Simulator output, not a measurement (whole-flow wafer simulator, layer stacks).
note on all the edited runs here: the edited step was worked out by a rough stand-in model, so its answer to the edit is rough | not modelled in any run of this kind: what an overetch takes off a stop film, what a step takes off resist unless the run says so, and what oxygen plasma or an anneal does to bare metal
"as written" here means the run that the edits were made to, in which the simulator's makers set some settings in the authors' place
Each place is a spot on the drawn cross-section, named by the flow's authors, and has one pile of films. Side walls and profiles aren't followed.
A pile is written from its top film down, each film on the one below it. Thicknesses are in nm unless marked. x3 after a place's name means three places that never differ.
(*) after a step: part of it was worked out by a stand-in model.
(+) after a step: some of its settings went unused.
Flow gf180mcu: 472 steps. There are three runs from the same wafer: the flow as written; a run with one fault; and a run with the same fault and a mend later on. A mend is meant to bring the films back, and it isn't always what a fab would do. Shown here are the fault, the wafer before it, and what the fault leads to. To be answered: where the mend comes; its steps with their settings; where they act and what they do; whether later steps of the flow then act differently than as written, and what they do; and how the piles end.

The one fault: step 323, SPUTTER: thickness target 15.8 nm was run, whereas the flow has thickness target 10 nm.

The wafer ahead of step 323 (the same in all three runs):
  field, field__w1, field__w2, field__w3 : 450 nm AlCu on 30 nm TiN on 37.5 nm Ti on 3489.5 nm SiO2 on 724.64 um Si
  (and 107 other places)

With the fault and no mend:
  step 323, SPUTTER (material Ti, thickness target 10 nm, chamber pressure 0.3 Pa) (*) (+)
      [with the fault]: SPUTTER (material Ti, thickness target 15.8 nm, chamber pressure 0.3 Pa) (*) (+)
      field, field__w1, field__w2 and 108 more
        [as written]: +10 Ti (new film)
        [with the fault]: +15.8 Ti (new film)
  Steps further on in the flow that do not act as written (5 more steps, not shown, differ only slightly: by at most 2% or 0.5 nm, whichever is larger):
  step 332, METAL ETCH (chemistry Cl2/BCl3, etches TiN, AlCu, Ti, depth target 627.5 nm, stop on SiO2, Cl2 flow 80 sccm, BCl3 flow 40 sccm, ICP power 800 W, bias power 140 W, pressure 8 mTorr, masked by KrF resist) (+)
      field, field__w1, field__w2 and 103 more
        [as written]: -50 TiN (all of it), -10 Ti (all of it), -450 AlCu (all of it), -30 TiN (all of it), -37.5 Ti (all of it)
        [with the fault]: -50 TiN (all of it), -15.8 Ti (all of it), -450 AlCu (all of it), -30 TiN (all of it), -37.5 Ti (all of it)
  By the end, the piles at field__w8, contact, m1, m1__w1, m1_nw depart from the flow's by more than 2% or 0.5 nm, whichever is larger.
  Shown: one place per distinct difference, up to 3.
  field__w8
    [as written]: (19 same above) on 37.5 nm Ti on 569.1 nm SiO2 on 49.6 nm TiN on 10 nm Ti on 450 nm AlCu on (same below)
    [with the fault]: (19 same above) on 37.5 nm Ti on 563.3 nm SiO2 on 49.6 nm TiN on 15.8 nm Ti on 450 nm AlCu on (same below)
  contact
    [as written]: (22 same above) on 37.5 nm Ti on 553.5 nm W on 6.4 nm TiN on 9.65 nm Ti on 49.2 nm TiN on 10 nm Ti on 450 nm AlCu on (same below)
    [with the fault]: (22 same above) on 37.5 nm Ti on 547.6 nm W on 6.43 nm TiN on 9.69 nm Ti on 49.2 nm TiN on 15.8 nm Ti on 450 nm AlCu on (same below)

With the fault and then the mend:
  The mend follows step 331.
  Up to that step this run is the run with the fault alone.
  step 332, METAL ETCH (chemistry Cl2/BCl3, etches TiN, AlCu, Ti, depth target 633.3 nm, stop on SiO2, Cl2 flow 80 sccm, BCl3 flow 40 sccm, ICP power 800 W, bias power 140 W, pressure 8 mTorr, masked by KrF resist) (+) (the flow's step 332; as written it has depth target 627.5 nm)
      field, field__w1, field__w2 and 103 more
        -50 TiN (all of it), -15.8 Ti (all of it), -450 AlCu (all of it), -30 TiN (all of it), -37.5 Ti (all of it)
      field__w8, contact, m1, m1__w1, m1_nw
        -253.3 KrF resist
  Later steps of the flow that are run all act as written at every place that is followed, up to a difference of at most 2% or 0.5 nm, whichever is larger.
  By the end, the piles at field__w8, contact, m1, m1__w1, m1_nw depart from the flow's by more than 2% or 0.5 nm, whichever is larger.
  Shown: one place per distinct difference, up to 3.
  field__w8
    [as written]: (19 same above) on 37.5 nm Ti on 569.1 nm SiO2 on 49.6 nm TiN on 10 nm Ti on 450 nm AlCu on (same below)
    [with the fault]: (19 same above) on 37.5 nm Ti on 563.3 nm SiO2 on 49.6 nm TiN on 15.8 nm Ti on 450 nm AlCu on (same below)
    [with the mend]: (19 same above) on 37.5 nm Ti on 563.3 nm SiO2 on 49.6 nm TiN on 15.8 nm Ti on 450 nm AlCu on (same below)
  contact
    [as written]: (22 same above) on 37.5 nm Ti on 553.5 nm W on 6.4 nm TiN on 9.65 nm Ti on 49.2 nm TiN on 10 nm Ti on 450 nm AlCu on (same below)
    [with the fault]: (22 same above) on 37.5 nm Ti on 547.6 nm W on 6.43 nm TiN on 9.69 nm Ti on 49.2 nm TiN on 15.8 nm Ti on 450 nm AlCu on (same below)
    [with the mend]: (22 same above) on 37.5 nm Ti on 547.6 nm W on 6.43 nm TiN on 9.69 nm Ti on 49.2 nm TiN on 15.8 nm Ti on 450 nm AlCu on (same below)
